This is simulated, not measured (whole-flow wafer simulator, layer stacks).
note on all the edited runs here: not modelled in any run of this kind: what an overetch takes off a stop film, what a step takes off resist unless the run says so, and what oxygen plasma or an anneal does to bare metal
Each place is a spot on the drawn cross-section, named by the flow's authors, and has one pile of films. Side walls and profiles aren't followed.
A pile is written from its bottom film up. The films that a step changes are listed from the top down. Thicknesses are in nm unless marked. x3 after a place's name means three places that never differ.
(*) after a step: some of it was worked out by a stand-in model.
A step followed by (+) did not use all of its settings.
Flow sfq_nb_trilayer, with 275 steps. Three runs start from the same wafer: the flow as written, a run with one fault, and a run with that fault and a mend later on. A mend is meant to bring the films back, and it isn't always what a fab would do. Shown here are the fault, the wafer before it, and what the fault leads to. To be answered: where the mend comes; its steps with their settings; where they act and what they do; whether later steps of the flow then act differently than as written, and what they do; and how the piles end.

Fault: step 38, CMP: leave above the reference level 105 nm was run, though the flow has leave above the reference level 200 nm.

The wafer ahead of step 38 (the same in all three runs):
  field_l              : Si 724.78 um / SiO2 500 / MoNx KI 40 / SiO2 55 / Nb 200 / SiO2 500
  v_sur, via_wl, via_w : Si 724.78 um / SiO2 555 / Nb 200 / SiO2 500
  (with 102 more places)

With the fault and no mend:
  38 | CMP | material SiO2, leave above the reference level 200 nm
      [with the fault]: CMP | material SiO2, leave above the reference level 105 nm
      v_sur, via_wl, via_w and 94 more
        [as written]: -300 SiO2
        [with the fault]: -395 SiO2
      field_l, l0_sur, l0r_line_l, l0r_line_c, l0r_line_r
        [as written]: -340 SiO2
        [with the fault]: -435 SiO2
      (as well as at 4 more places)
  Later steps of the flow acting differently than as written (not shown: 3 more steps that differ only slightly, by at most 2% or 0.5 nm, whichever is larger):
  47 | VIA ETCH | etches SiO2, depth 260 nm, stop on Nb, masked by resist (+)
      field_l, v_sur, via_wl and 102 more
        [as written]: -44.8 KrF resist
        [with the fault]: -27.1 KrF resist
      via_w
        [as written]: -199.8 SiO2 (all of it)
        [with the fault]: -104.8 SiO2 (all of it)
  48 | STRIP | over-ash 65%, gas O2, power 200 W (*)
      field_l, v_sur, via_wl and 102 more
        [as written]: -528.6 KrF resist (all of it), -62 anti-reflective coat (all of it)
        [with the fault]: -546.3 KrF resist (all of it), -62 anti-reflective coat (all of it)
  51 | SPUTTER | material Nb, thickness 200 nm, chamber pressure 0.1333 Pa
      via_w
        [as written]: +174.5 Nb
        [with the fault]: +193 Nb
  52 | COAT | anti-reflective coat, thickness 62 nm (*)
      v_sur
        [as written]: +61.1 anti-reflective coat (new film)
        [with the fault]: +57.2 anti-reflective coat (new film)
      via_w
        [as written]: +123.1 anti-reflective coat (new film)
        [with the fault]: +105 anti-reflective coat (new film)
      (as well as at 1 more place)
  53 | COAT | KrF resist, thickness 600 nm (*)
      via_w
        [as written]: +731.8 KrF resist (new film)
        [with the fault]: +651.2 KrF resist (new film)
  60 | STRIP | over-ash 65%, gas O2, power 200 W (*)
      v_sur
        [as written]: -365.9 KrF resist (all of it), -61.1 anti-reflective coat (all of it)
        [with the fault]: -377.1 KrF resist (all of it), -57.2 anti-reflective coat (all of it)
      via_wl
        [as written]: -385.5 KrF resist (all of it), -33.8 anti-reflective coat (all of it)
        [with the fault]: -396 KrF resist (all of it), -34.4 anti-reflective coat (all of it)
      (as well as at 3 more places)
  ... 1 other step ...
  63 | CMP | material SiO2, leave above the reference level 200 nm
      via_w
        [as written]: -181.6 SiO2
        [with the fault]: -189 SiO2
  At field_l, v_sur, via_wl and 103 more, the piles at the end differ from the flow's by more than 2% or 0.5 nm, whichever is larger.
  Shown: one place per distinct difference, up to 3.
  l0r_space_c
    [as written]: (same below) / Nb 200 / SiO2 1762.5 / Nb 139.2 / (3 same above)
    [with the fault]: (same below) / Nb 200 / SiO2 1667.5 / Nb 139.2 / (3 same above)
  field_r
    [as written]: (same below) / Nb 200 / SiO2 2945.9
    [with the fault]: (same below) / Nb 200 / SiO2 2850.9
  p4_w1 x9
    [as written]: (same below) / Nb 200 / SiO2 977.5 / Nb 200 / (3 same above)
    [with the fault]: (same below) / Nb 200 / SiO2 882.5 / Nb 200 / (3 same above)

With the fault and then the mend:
  The mend follows step 45.
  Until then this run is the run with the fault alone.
  45a | STRIP | over-ash 65%, gas O2, power 200 W (*)
      field_l, v_sur, via_wl and 102 more
        -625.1 KrF resist (all of it), -62 anti-reflective coat (all of it)
      via_w
        -62 anti-reflective coat (all of it)
  45b | PECVD | material SiO2, thickness 95 nm, 150 C, 21.11 s, RF power 183.3 W, pressure 2.4 Torr, precursor SiH4/N2O (the flow's step 37 again, with other settings)
      field_l, v_sur, via_wl and 103 more
        +95 SiO2
  45c | COAT | anti-reflective coat, thickness 62 nm (the flow's step 40 again)
      field_l, v_sur, via_wl and 103 more
        +62 anti-reflective coat (new film)
  45d | COAT | KrF resist, thickness 650 nm (the flow's step 41 again)
      field_l, v_sur, via_wl and 103 more
        +650 KrF resist (new film)
  45e | SOFTBAKE | KrF resist (the flow's step 42 again)
      alters no film at any place that is followed
  45f | EXPOSE | photomask I0, dose 11.91 mJ/cm2, NA 0.6, wavelength 248 nm (*) (the flow's step 43 again)
      alters no film at any place that is followed
  45g | PEB | KrF resist, 90 s (the flow's step 44 again)
      field_l, v_sur, via_wl and 103 more
        -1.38 KrF resist
  45h | DEVELOP | KrF resist, thickness 650 nm, 60 s (the flow's step 45 again)
      field_l, v_sur, via_wl and 102 more
        -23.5 KrF resist
      via_w
        -648.6 KrF resist (all of it)
  Every later step of the flow that is run acts as written at every place that is followed.
  The piles end the same as the flow's at every place that both follow.
